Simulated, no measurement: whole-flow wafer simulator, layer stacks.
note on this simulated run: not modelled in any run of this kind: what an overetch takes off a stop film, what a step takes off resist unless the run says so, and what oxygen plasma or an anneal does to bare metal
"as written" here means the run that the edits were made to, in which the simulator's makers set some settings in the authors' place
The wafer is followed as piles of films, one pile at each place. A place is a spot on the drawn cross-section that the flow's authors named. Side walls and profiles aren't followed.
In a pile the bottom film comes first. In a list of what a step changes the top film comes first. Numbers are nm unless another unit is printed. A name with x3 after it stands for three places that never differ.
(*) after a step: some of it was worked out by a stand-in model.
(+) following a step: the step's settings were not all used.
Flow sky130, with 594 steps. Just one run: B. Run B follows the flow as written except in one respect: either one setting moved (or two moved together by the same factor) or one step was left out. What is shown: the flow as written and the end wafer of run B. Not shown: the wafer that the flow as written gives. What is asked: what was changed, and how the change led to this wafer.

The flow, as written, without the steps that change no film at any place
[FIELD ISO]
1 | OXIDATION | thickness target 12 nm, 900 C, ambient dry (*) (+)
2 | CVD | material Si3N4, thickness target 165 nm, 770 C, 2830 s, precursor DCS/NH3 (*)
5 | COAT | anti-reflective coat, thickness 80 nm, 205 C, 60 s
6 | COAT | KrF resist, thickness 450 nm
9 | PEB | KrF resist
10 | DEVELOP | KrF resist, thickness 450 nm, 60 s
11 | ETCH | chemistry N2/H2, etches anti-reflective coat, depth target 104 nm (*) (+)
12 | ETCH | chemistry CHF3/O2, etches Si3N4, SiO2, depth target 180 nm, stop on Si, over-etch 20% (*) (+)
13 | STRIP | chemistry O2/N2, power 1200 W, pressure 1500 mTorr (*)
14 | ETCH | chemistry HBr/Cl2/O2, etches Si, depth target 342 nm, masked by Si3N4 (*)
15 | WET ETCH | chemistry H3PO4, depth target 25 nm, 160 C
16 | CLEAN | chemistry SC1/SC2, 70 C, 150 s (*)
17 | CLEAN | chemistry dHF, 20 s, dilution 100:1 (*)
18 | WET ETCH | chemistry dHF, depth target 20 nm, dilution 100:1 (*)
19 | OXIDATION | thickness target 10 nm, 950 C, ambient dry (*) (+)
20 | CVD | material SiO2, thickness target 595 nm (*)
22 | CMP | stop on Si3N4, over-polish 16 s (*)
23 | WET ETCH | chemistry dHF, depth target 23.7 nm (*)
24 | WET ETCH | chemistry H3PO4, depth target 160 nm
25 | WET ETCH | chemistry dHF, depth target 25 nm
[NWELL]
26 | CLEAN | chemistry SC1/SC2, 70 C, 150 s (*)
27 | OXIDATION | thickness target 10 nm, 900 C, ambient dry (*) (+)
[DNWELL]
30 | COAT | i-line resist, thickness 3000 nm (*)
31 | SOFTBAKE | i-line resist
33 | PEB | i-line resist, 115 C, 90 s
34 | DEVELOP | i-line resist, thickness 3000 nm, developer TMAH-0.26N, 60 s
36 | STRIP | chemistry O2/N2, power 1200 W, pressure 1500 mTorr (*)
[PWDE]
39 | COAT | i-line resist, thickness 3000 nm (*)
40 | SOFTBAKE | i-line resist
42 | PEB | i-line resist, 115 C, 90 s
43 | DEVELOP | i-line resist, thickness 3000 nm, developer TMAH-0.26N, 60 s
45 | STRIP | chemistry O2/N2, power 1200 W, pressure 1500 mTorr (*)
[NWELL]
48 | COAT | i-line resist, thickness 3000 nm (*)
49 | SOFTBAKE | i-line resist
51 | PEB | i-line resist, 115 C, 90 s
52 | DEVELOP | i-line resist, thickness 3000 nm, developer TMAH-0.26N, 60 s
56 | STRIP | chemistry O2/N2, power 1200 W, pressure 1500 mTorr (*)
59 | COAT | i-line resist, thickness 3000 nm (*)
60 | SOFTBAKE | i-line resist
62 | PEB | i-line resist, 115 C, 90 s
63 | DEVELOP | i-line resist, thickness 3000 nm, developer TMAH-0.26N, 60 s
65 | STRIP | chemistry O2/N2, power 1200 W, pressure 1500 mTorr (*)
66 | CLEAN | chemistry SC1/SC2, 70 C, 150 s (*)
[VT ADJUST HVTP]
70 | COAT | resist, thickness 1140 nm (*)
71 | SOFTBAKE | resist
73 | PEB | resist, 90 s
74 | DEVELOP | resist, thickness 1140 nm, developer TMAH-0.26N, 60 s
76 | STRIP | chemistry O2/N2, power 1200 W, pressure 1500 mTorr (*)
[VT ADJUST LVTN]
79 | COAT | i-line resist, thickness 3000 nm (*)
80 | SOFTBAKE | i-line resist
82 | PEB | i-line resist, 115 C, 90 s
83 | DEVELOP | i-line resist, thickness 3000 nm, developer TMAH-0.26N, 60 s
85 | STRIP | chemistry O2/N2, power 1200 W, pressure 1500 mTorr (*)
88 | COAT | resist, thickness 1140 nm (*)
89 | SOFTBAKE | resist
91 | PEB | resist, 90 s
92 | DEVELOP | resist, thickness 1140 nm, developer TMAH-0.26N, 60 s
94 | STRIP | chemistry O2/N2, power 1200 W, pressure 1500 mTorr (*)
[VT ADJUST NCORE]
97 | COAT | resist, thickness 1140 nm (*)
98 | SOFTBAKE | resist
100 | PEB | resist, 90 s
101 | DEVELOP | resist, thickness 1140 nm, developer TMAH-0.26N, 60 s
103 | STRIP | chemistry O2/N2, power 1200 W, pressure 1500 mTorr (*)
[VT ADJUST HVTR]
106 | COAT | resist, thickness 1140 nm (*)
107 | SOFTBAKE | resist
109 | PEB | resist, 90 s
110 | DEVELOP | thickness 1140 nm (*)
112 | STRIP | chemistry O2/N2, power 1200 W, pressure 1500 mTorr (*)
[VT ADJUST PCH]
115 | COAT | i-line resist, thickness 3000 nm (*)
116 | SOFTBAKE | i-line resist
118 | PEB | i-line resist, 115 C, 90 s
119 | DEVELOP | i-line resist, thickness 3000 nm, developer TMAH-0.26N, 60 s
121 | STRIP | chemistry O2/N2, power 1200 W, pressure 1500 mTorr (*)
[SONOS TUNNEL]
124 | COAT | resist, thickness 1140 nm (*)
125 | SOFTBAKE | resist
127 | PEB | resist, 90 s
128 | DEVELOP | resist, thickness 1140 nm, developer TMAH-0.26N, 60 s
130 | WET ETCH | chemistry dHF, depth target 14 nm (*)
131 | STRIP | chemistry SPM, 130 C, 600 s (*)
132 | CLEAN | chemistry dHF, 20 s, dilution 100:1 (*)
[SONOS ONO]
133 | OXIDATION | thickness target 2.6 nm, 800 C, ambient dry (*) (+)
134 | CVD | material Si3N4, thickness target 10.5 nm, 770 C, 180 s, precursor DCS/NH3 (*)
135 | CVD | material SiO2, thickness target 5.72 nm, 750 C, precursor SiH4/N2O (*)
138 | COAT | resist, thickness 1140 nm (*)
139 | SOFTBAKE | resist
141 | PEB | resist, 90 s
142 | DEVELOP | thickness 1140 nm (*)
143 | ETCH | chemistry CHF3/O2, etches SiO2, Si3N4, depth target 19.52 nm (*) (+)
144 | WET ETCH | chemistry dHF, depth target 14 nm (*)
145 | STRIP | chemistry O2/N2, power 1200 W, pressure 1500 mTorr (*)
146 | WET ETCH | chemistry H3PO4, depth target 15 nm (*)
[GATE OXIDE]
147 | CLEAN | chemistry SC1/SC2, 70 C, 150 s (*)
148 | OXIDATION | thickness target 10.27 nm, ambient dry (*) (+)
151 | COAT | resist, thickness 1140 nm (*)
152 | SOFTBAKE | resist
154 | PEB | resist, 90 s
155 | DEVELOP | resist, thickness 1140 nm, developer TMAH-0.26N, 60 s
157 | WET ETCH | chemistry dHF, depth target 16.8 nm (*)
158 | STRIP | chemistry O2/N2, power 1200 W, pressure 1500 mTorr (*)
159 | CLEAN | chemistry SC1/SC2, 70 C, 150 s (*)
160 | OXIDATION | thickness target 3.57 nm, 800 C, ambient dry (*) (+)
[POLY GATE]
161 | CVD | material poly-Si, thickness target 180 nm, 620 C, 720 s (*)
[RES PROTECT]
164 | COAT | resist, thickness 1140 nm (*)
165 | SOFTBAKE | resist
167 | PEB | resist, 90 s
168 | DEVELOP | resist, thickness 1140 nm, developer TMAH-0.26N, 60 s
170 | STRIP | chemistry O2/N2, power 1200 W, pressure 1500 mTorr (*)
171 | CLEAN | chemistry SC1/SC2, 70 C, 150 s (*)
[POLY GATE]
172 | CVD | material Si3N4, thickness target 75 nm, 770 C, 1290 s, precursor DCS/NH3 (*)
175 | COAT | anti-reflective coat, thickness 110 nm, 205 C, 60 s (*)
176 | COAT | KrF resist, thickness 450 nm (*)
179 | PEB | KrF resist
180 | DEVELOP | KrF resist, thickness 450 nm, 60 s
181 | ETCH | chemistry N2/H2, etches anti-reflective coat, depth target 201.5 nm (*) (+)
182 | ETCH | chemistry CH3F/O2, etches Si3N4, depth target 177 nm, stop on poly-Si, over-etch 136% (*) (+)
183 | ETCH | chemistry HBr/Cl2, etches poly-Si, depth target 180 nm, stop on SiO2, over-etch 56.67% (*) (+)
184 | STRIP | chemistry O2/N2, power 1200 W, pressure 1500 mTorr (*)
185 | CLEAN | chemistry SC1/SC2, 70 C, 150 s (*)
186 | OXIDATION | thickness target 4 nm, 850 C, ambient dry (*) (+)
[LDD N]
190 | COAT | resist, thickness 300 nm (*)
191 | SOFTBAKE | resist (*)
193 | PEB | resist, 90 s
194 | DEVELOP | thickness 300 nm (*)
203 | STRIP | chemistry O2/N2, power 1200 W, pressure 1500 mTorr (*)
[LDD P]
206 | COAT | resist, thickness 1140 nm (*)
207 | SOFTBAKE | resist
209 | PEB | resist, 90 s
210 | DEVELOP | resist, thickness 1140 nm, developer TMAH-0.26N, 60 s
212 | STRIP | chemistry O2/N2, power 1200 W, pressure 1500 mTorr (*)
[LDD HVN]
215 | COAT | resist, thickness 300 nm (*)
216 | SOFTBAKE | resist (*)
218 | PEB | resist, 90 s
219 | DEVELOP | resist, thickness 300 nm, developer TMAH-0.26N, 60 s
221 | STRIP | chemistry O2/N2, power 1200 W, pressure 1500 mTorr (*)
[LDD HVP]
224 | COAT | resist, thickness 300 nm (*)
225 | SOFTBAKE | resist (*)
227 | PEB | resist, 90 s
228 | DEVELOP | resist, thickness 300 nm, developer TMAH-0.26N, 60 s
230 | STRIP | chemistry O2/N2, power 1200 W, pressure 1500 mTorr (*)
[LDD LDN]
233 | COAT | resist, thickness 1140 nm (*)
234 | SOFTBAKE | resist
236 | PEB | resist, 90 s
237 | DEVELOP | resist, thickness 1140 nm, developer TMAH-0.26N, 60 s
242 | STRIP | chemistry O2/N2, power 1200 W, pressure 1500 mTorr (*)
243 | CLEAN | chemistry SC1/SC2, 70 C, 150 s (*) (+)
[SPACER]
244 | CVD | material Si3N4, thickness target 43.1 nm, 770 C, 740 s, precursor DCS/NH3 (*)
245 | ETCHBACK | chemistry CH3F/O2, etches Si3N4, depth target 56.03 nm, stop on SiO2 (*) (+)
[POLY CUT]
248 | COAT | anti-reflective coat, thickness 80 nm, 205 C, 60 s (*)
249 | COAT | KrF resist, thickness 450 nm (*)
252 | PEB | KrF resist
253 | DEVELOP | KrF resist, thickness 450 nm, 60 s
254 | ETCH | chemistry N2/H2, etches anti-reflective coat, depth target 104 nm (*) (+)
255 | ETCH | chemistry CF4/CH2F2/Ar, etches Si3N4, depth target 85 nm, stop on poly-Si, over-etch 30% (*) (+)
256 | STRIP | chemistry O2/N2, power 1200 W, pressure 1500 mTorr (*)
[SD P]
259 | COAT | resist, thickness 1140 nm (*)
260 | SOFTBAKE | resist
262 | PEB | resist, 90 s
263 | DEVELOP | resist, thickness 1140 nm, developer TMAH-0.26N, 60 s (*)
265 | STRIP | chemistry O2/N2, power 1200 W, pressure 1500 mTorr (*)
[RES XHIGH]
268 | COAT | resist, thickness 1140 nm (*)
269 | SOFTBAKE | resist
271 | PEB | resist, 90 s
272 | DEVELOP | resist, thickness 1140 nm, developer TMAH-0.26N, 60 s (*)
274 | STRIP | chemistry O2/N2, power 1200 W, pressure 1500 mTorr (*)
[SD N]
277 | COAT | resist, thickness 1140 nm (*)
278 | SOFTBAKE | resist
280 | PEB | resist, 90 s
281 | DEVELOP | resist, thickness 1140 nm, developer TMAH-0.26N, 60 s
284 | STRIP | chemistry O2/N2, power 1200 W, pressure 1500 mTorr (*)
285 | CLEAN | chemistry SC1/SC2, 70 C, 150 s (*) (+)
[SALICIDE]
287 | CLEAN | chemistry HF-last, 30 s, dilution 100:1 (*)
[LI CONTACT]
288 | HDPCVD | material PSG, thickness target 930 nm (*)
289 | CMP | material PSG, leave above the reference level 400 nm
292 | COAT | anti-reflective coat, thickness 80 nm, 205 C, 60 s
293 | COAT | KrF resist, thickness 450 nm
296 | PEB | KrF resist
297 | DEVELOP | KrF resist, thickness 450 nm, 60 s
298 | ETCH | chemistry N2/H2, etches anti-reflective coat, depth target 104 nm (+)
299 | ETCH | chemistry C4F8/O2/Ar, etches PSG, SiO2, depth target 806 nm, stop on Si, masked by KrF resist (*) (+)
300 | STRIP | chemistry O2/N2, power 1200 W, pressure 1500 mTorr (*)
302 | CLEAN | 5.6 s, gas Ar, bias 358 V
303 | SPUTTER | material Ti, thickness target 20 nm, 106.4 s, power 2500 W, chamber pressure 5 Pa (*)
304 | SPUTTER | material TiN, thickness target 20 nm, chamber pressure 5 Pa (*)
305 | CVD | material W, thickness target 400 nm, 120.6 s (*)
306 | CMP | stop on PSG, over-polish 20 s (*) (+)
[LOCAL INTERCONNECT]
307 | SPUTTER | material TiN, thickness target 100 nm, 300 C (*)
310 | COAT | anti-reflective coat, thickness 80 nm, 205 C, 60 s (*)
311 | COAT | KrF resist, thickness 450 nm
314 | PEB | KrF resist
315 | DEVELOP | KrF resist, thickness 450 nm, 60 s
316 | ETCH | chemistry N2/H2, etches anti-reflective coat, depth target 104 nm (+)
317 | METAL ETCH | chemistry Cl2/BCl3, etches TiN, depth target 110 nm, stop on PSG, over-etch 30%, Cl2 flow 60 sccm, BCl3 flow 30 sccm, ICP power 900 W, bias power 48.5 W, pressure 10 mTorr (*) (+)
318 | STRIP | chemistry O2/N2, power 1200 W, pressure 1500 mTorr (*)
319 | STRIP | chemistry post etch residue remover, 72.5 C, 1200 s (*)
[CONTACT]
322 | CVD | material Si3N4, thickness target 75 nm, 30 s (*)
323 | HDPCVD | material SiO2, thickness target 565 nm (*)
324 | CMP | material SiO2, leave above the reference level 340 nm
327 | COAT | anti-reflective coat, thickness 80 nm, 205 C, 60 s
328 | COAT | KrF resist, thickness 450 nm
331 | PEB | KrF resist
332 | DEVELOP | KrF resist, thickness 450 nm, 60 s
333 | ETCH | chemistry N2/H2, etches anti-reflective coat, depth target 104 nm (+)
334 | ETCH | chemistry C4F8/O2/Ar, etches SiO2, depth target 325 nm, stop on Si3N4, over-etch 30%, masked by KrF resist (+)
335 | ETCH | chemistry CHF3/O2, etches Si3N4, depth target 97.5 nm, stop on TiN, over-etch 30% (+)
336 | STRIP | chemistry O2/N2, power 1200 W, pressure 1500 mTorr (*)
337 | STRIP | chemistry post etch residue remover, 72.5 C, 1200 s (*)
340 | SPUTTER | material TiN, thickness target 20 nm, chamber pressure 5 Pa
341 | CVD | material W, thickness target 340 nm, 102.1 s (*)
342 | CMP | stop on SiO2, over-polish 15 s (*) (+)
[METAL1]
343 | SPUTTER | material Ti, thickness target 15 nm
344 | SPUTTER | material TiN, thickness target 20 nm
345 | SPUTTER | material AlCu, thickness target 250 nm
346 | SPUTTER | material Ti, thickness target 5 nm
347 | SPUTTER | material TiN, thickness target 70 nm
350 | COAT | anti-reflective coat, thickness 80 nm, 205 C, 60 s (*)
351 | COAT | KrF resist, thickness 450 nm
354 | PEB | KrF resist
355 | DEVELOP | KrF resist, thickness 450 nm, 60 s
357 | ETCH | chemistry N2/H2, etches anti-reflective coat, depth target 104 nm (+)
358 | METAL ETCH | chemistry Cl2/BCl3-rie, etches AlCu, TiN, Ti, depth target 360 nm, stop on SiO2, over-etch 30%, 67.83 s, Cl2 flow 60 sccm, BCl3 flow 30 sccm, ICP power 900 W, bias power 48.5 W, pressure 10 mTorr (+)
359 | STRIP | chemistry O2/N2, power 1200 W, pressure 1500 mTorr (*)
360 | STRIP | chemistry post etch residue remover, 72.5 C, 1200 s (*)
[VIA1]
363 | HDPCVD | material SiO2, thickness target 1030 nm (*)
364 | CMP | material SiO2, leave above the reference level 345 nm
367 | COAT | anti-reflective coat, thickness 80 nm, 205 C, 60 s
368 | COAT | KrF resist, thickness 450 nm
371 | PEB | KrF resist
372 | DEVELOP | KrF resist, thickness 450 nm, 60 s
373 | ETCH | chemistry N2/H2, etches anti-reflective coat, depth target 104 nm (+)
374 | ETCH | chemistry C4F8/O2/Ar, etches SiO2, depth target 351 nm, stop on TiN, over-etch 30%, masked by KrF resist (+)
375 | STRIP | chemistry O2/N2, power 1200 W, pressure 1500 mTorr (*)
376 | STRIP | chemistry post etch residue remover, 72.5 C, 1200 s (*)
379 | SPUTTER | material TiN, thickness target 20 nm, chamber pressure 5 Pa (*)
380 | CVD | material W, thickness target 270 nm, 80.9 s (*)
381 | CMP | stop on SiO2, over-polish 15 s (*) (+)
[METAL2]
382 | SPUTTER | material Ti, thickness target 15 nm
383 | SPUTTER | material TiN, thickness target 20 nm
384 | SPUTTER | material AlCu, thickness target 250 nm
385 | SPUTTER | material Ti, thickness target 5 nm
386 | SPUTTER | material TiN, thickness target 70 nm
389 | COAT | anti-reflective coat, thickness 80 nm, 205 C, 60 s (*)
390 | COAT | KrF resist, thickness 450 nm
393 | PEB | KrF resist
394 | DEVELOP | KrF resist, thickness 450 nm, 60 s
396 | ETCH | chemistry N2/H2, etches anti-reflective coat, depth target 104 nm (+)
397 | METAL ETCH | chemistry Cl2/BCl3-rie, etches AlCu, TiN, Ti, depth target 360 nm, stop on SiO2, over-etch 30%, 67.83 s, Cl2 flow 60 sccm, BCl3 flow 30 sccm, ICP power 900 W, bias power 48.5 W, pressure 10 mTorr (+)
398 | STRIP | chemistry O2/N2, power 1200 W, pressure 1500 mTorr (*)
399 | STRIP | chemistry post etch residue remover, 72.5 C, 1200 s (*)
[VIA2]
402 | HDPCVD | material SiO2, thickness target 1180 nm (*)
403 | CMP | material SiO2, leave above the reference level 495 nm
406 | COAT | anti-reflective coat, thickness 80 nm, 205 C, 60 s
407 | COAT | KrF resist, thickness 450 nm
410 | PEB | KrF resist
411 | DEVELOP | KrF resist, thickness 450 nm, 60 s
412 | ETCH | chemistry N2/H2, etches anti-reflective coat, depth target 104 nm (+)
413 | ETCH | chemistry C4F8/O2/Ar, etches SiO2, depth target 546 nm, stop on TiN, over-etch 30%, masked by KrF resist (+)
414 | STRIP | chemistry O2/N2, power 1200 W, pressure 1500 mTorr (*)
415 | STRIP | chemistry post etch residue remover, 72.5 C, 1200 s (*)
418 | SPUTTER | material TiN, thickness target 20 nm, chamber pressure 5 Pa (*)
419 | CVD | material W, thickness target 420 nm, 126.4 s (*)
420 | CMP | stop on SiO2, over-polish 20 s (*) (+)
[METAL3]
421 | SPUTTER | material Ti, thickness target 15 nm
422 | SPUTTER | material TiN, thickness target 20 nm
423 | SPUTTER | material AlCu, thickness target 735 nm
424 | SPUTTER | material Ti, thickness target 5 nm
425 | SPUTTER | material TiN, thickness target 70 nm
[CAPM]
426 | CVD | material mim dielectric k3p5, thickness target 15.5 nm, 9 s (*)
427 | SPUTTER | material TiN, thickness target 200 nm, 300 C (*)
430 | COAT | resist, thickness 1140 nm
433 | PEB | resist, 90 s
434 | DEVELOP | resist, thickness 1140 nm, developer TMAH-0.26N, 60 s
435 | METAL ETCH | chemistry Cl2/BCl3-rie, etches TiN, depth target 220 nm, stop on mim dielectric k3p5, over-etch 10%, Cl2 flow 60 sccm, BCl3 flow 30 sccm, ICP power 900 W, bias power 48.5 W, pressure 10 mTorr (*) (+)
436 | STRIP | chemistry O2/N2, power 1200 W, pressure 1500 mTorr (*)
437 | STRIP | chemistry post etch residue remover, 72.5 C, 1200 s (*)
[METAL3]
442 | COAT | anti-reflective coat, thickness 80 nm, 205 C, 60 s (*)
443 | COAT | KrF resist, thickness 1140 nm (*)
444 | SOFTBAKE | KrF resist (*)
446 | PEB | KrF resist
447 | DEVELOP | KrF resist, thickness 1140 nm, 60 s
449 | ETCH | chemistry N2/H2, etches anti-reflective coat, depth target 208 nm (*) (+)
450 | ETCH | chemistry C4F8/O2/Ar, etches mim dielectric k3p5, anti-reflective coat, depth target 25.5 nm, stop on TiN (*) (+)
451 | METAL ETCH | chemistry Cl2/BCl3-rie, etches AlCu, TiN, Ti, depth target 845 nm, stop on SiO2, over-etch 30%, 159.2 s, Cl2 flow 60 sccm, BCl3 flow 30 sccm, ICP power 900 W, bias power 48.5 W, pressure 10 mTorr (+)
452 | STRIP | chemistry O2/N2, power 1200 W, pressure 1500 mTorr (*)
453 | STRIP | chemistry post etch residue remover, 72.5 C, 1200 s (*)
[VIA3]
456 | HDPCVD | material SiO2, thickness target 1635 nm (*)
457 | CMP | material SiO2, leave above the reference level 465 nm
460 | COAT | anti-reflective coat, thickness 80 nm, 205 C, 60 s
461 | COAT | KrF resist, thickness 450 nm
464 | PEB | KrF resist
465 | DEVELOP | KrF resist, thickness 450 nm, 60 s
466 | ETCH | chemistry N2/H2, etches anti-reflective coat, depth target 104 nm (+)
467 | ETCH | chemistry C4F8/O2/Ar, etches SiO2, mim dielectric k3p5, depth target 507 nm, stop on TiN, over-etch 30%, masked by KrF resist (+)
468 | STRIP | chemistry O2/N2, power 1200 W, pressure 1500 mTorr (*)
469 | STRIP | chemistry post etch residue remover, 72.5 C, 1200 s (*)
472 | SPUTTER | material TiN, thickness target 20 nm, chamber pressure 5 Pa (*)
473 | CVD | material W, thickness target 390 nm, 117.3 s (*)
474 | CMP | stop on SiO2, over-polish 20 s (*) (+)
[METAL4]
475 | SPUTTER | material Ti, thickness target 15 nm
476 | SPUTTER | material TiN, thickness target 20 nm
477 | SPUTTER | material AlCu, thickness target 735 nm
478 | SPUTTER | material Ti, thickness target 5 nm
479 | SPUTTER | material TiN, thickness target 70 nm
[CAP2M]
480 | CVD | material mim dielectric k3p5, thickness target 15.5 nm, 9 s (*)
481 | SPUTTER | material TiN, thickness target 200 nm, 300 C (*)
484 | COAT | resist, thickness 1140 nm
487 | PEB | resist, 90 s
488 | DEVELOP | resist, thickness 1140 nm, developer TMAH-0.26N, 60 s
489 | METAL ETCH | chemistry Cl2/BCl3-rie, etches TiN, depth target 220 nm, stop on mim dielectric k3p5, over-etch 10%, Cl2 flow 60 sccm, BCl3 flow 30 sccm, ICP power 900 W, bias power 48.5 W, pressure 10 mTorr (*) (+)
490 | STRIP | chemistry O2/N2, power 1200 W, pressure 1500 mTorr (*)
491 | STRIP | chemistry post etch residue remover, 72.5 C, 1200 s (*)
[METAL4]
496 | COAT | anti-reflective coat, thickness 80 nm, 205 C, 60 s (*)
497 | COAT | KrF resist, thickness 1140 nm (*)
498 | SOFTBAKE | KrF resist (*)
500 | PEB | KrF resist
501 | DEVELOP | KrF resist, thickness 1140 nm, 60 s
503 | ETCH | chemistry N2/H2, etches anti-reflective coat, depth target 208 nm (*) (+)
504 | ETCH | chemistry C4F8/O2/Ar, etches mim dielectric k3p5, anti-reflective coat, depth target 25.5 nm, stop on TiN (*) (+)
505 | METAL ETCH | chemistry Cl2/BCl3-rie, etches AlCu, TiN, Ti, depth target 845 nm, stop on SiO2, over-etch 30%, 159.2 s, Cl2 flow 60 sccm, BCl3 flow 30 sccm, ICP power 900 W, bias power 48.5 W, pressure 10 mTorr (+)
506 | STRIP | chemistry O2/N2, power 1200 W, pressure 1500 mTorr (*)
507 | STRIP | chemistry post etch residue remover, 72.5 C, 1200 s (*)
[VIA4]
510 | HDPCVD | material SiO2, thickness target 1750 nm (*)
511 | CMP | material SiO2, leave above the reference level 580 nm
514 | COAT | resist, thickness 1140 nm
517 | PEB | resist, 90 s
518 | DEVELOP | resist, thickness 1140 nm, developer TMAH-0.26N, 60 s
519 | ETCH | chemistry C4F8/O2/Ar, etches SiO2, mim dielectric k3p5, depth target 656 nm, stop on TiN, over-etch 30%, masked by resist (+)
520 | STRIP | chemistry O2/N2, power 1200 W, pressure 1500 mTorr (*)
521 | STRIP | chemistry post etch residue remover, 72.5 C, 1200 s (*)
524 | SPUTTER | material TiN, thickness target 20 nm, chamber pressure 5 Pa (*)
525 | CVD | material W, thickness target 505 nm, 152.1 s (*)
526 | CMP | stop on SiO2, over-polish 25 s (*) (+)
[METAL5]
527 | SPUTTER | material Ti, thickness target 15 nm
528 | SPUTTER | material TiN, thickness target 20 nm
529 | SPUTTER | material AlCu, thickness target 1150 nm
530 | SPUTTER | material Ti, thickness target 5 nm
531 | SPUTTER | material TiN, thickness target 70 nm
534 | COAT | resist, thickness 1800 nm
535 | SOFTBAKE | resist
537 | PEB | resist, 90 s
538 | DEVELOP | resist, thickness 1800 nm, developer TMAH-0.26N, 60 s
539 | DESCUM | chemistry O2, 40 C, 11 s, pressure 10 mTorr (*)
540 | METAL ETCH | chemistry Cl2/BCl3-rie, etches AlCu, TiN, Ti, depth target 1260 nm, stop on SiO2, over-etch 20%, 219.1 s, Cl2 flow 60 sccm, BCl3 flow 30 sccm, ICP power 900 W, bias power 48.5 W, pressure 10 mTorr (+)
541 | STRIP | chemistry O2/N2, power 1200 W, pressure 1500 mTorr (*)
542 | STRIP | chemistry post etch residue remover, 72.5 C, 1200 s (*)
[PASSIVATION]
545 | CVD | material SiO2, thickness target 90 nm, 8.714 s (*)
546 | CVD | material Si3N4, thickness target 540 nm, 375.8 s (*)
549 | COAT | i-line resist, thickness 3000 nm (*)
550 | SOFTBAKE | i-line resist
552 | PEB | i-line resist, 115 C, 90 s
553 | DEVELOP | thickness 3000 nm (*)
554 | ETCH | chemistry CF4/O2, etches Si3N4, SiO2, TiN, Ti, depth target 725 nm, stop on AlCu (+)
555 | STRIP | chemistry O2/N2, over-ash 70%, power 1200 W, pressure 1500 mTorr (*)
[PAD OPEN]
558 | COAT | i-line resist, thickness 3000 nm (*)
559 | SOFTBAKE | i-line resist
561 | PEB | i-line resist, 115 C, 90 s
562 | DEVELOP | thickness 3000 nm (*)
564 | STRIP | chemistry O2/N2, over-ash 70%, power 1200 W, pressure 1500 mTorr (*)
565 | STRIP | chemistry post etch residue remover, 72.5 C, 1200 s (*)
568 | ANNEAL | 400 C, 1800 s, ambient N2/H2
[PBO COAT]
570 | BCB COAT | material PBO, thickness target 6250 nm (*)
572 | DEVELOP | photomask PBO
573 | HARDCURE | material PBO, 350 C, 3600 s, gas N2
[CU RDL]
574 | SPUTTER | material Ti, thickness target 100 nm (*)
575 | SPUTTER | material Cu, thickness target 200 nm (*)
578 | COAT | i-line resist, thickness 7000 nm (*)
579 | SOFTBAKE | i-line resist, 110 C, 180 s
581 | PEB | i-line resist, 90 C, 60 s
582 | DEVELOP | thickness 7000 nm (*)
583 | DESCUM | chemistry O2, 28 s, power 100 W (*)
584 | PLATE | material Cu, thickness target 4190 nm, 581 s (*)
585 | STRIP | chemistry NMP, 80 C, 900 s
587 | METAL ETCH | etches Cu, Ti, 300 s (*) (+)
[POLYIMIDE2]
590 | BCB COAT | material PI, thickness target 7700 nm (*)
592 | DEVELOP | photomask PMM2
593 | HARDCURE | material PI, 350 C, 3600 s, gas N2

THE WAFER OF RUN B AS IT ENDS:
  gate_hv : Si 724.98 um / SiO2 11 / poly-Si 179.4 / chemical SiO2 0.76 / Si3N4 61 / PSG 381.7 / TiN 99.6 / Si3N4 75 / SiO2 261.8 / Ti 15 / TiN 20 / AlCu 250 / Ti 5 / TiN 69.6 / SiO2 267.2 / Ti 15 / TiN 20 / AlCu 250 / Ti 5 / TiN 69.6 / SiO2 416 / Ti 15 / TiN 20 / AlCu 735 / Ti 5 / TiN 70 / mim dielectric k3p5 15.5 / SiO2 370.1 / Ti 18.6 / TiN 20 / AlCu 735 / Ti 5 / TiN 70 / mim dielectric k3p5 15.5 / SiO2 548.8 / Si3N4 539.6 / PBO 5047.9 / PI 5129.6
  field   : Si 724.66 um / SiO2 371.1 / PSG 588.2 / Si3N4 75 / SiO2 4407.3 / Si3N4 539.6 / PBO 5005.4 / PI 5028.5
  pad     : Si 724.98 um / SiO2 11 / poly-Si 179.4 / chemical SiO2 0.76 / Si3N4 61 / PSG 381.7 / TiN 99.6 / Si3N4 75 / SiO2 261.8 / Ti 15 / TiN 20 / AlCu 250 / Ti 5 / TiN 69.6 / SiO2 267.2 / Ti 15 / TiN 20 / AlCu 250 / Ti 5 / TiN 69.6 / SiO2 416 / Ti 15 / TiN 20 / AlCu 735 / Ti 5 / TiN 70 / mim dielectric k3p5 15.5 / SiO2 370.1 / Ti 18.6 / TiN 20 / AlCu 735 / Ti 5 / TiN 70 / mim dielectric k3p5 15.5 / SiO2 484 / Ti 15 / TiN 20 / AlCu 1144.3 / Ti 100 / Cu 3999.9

The reason: step 475, SPUTTER: thickness target 18.6 nm was run, while the flow as written has thickness target 15 nm.
The wafer lets one read it off: gate_hv has Ti 18.6, and step 475 as written asks for 15 nm.

The path from the change to this, step by step:
  475 | SPUTTER | material Ti, thickness target 15 nm
      field, active, n_well and 189 more: Ti gains 18.6 (new film) (in the flow as written it would be: Ti gains 15 (new film))
  505 | METAL ETCH | chemistry Cl2/BCl3-rie, etches AlCu, TiN, Ti, depth target 845 nm, stop on SiO2, over-etch 30%, 159.2 s, Cl2 flow 60 sccm, BCl3 flow 30 sccm, ICP power 900 W, bias power 48.5 W, pressure 10 mTorr (+)
      field, active, gate and 70 more: TiN loses 70 (all of it), Ti loses 5 (all of it), AlCu loses 735 (all of it), TiN loses 20 (all of it), Ti loses 18.6 (all of it), SiO2 loses 25 (in the flow as written it would be: TiN loses 70 (all of it), Ti loses 5 (all of it), AlCu loses 735 (all of it), TiN loses 20 (all of it), Ti loses 15 (all of it), SiO2 loses 25.4)
      vpp_iso1, mim_edge_plate, m1_ln and 12 more: TiN loses 70 (all of it), Ti loses 5 (all of it), AlCu loses 735 (all of it), TiN loses 20 (all of it), Ti loses 18.6 (all of it), SiO2 loses 25 (in the flow as written it would be: TiN loses 70 (all of it), Ti loses 5 (all of it), AlCu loses 735 (all of it), TiN loses 20 (all of it), Ti loses 15 (all of it), SiO2 loses 25.3)
